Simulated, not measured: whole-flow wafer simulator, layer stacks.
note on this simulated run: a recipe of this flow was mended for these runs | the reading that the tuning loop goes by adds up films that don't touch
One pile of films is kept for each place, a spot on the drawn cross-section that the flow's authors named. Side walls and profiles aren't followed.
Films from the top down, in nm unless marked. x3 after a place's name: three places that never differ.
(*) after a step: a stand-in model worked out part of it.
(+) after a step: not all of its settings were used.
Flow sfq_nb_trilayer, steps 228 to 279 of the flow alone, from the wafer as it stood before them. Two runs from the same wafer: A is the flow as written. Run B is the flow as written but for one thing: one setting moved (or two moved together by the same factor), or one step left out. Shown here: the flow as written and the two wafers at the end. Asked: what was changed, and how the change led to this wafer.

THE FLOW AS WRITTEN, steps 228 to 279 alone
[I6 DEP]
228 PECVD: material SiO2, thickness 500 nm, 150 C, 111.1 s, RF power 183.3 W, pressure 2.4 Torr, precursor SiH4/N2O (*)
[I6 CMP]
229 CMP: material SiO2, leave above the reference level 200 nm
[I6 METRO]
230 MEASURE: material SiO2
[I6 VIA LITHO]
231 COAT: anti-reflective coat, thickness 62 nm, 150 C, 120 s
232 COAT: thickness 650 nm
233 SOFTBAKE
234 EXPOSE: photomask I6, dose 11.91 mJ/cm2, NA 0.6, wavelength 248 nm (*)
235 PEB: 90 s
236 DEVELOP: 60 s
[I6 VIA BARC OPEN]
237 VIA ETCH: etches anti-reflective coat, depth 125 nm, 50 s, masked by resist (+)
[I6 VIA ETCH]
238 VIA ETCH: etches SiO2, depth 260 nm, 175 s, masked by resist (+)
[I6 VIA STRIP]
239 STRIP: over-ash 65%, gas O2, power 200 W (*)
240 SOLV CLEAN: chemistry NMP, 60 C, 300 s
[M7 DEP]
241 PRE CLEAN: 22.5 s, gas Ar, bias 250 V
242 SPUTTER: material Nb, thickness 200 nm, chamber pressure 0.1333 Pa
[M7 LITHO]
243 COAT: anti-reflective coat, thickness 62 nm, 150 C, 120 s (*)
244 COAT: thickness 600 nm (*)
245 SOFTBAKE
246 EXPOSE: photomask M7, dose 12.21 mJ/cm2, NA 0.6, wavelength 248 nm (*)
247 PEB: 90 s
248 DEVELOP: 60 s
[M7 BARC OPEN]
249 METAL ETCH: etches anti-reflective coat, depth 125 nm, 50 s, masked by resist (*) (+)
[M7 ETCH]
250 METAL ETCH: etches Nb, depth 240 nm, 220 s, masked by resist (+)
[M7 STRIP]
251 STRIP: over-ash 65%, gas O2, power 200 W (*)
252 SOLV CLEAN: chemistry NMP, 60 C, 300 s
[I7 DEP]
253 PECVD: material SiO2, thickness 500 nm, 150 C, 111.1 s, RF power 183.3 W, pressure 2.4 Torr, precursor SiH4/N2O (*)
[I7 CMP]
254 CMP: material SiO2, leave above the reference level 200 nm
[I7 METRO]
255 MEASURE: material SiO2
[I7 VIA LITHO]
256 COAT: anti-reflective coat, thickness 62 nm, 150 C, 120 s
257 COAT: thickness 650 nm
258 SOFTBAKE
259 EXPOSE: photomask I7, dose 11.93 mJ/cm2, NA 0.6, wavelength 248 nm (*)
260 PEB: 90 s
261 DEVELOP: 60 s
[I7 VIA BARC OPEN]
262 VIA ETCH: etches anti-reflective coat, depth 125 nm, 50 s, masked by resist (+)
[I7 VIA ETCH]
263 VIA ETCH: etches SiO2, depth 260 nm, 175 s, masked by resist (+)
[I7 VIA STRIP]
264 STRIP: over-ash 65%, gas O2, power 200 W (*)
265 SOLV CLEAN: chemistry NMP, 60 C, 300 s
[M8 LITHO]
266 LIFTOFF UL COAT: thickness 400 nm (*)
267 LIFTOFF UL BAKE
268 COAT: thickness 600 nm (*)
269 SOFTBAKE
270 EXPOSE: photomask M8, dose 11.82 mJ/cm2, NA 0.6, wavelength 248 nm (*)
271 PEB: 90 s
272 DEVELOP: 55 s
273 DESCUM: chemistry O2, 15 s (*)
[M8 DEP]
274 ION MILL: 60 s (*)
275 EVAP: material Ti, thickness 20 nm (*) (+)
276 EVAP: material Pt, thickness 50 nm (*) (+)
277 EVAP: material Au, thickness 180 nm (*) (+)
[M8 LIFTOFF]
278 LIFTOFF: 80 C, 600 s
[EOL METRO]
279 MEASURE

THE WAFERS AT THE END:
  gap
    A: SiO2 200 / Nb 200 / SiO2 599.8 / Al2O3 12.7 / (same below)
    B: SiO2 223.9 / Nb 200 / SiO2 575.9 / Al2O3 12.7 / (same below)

The cause: step 228, PECVD: thickness 415.7 nm was run, where the flow has thickness 500 nm; step 228, PECVD: 92.37 s was run, where the flow has 111.1 s.

How the change led to this, step by step:
  228 PECVD: material SiO2, thickness 500 nm, 150 C, 111.1 s, RF power 183.3 W, pressure 2.4 Torr, precursor SiH4/N2O (*)
      field_l, p4_fl, p4_fm and 62 more: A SiO2 +500 | B SiO2 +415.7
      v_sur, via_wl, via_w and 22 more: A SiO2 +500 (new film) | B SiO2 +415.7 (new film)
      (and at 16 more places)
  229 CMP: material SiO2, leave above the reference level 200 nm
      gap: A SiO2 -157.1 | B nothing
      field_l, p4_fl, p4_fm and 59 more: A SiO2 -96 | B SiO2 -11.7
      (and at 43 more places)
  231 COAT: anti-reflective coat, thickness 62 nm, 150 C, 120 s
      be_sur, jj_sur: A anti-reflective coat +62 (new film) | B anti-reflective coat +56.8 (new film)
      be: A anti-reflective coat +62 (new film) | B anti-reflective coat +60.2 (new film)
      (and at 3 more places)
  239 STRIP: over-ash 65%, gas O2, power 200 W (*)
      be_sur, jj_sur: A KrF-resist-other-grade -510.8 (all of it), anti-reflective coat -62 (all of it) | B KrF-resist-other-grade -513.4 (all of it), anti-reflective coat -56.8 (all of it)
      be: A KrF-resist-other-grade -510.8 (all of it), anti-reflective coat -62 (all of it) | B KrF-resist-other-grade -511 (all of it), anti-reflective coat -60.2 (all of it)
      (and at 3 more places)
  243 COAT: anti-reflective coat, thickness 62 nm, 150 C, 120 s (*)
      be: A anti-reflective coat +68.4 (new film) | B anti-reflective coat +66.6 (new film)
      be_sur: A anti-reflective coat +70.3 (new film) | B anti-reflective coat +63.2 (new film)
      (and at 4 more places)
  251 STRIP: over-ash 65%, gas O2, power 200 W (*)
      be: A KrF-resist-other-grade -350 (all of it), anti-reflective coat -68.4 (all of it) | B KrF-resist-other-grade -349.8 (all of it), anti-reflective coat -66.6 (all of it)
      be_sur: A KrF-resist-other-grade -353.8 (all of it), anti-reflective coat -70.3 (all of it) | B KrF-resist-other-grade -357.4 (all of it), anti-reflective coat -63.2 (all of it)
      (and at 4 more places)
  254 CMP: material SiO2, leave above the reference level 200 nm
      gap: A SiO2 -300 | B SiO2 -276.1
